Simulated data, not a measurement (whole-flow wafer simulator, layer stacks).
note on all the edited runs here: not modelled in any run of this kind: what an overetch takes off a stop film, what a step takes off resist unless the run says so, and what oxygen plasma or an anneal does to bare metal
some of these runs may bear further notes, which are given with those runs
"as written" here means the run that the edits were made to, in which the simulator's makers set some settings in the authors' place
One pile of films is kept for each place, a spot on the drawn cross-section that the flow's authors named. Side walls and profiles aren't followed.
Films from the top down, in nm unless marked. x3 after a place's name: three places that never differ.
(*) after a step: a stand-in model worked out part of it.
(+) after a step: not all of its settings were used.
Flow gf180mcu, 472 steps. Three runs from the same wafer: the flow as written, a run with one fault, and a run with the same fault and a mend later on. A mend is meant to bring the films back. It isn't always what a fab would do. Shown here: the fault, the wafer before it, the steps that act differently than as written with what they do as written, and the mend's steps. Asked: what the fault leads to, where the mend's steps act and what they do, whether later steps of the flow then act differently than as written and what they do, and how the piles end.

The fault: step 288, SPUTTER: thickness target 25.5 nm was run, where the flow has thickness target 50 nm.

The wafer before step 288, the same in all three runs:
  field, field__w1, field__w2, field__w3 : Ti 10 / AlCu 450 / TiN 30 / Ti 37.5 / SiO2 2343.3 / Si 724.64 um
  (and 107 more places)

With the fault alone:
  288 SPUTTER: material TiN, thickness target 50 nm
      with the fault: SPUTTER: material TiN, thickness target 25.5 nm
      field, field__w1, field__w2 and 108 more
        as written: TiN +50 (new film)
        with the fault: TiN +25.5 (new film)
  Later steps of the flow that act differently than as written (2 more steps differ only slightly, by at most 2% or 0.5 nm, whichever is larger, and aren't shown):
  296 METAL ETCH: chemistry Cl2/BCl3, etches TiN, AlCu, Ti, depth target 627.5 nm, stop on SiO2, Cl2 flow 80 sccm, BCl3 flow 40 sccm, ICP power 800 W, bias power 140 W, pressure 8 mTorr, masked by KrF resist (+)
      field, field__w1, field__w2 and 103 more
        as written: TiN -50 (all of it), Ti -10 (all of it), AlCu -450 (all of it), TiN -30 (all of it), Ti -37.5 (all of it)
        with the fault: TiN -25.5 (all of it), Ti -10 (all of it), AlCu -450 (all of it), TiN -30 (all of it), Ti -37.5 (all of it)
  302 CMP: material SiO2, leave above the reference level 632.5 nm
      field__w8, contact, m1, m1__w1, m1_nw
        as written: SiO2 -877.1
        with the fault: SiO2 -852.6
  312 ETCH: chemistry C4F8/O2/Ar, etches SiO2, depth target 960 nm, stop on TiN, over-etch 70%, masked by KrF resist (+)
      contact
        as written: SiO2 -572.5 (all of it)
        with the fault: SiO2 -597 (all of it)
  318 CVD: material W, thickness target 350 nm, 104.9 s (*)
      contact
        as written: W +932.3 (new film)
        with the fault: W +957 (new film)
  At the end the piles differ from the flow's by more than 2% or 0.5 nm, whichever is larger, at field__w8, contact, m1, m1__w1, m1_nw.
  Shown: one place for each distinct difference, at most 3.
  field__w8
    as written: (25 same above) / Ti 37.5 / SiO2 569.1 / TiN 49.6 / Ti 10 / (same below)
    with the fault: (25 same above) / Ti 37.5 / SiO2 593.6 / TiN 25.1 / Ti 10 / (same below)
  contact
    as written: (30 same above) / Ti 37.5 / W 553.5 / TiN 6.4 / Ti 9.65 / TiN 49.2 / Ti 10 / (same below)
    with the fault: (30 same above) / Ti 37.5 / W 578.2 / TiN 6.31 / Ti 9.52 / TiN 24.7 / Ti 10 / (same below)

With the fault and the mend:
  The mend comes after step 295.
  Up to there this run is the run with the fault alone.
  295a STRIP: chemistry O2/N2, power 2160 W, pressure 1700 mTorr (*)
      field__w8, contact, m1, m1__w1, m1_nw
        KrF resist -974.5 (all of it)
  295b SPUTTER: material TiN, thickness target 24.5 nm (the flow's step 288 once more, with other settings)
      field, field__w1, field__w2 and 108 more
        TiN +24.5
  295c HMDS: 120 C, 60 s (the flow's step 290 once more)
      changes no film at any place that is followed
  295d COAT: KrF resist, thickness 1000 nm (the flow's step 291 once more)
      field, field__w1, field__w2 and 108 more
        KrF resist +1000 (new film)
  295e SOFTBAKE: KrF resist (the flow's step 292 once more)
      changes no film at any place that is followed
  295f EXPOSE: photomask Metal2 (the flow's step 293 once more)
      changes no film at any place that is followed
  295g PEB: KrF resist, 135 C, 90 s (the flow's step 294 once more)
      field, field__w1, field__w2 and 108 more
        KrF resist -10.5
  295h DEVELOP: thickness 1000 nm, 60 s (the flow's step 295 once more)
      field, field__w1, field__w2 and 103 more
        KrF resist -989.5 (all of it)
      field__w8, contact, m1, m1__w1, m1_nw
        KrF resist -14.9
  No later step of the flow acts differently than as written at any place that is followed.
  At the end the piles are the same as the flow's at every place that both follow.
